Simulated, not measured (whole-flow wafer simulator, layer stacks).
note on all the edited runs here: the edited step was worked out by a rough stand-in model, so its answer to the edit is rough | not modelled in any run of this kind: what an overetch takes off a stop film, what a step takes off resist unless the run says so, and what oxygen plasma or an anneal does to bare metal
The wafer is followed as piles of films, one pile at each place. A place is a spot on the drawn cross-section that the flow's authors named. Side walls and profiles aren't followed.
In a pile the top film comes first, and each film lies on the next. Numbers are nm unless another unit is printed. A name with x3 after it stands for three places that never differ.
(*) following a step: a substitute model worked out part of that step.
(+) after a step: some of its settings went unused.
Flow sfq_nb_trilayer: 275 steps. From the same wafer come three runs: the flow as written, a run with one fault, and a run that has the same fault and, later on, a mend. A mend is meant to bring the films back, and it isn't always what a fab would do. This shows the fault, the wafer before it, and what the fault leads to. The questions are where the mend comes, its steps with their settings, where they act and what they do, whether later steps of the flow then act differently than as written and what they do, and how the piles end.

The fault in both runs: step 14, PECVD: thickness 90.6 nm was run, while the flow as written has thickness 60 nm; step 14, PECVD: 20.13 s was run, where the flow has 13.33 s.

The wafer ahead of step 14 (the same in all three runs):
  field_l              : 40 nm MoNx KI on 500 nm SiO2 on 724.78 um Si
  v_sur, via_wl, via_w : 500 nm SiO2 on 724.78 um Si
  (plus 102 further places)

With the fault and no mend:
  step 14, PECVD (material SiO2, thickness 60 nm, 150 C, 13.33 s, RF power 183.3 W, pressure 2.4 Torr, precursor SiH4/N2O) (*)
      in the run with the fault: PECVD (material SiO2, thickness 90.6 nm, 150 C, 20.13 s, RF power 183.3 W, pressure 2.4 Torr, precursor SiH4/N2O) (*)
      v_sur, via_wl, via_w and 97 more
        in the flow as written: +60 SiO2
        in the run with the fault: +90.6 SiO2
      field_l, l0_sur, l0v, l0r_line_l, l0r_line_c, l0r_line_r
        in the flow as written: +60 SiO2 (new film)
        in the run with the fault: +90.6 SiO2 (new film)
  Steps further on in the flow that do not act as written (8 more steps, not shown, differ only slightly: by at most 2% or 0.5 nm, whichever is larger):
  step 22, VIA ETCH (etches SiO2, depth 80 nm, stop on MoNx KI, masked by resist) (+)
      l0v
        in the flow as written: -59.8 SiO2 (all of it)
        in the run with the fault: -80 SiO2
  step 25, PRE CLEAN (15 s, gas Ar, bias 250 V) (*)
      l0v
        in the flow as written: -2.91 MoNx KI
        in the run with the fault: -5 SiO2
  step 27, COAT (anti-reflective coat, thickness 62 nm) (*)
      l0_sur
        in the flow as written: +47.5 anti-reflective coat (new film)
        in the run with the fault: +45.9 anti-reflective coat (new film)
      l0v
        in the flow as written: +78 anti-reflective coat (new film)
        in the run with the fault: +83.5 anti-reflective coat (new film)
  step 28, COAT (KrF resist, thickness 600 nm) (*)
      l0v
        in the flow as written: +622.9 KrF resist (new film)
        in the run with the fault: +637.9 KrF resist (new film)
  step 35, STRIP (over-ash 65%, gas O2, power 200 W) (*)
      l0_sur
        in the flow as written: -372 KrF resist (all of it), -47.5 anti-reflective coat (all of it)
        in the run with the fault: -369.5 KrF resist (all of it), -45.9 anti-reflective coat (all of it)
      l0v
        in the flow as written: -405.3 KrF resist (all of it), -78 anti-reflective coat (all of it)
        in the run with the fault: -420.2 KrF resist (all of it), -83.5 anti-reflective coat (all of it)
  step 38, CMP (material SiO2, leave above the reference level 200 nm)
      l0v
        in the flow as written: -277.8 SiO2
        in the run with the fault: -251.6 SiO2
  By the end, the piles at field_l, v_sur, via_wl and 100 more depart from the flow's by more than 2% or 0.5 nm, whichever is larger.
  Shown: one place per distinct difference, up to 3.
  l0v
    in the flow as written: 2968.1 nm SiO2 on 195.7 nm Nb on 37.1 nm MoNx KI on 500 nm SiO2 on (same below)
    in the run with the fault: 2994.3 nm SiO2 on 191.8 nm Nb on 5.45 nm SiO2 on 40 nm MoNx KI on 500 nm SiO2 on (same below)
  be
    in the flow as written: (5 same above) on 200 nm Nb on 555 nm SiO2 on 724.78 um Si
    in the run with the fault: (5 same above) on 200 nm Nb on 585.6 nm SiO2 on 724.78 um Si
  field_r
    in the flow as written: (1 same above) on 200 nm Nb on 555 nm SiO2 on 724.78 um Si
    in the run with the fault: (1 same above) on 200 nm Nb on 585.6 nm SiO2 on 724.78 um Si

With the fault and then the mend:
  After step 20 comes the mend.
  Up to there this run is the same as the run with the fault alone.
  step 20a, STRIP (over-ash 65%, gas O2, power 200 W) (*)
      p4_fl x3, p4_w1 x9, p4_g1 x2 and 59 more
        -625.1 KrF resist (all of it), -62 anti-reflective coat (all of it)
      ce_l, c5j, ce_r, sp_r, be_r, r_sur
        -632 KrF resist (all of it), -63.7 anti-reflective coat (all of it)
      gap, jj_sur, res
        -632.1 KrF resist (all of it), -63.7 anti-reflective coat (all of it)
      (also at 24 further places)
  step 20b, VIA ETCH (etches SiO2, depth 30.6 nm)
      field_l, v_sur, via_wl and 103 more
        -30.6 SiO2
  step 20c, COAT (anti-reflective coat, thickness 62 nm) (*) (the flow's step 15 again)
      p4_fl x3, p4_w1 x9, p4_g1 x2 and 59 more
        +62 anti-reflective coat (new film)
      be_sur, gap, jj_sur and 8 more
        +63.7 anti-reflective coat (new film)
      wire, be, moat, field_r
        +63.8 anti-reflective coat (new film)
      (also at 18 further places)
  step 20d, COAT (KrF resist, thickness 650 nm) (*) (the flow's step 16 again)
      p4_fl x3, p4_w1 x9, p4_g1 x2 and 59 more
        +650 KrF resist (new film)
      ce_l, c5j, ce_r, sp_r, be_r
        +656.9 KrF resist (new film)
      gap, jj_sur, r_sur, res
        +657 KrF resist (new film)
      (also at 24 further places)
  step 20e, SOFTBAKE (KrF resist) (the flow's step 17 again)
      alters no film at any place that is followed
  step 20f, EXPOSE (photomask L0V, dose 12.41 mJ/cm2, NA 0.6, wavelength 248 nm) (*) (the flow's step 18 again)
      alters no film at any place that is followed
  step 20g, PEB (KrF resist, 90 s) (the flow's step 19 again)
      p4_fl x3, p4_w1 x9, p4_g1 x2 and 59 more
        -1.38 KrF resist
      via_v, wire, be and 15 more
        -1.39 KrF resist
      v_sur, via_w, via_wr, via_sp, lsp_m, ln_m6, lsp_r
        -1.4 KrF resist
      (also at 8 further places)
  step 20h, DEVELOP (KrF resist, thickness 650 nm, 60 s) (the flow's step 20 again)
      field_l, v_sur, via_wl and 102 more
        -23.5 KrF resist
      l0v
        -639 KrF resist (all of it)
  Every later step of the flow that is run acts as written, at every place that is followed, to within 2% or 0.5 nm, whichever is larger.
  The piles end the same as the flow's at every place that both follow.
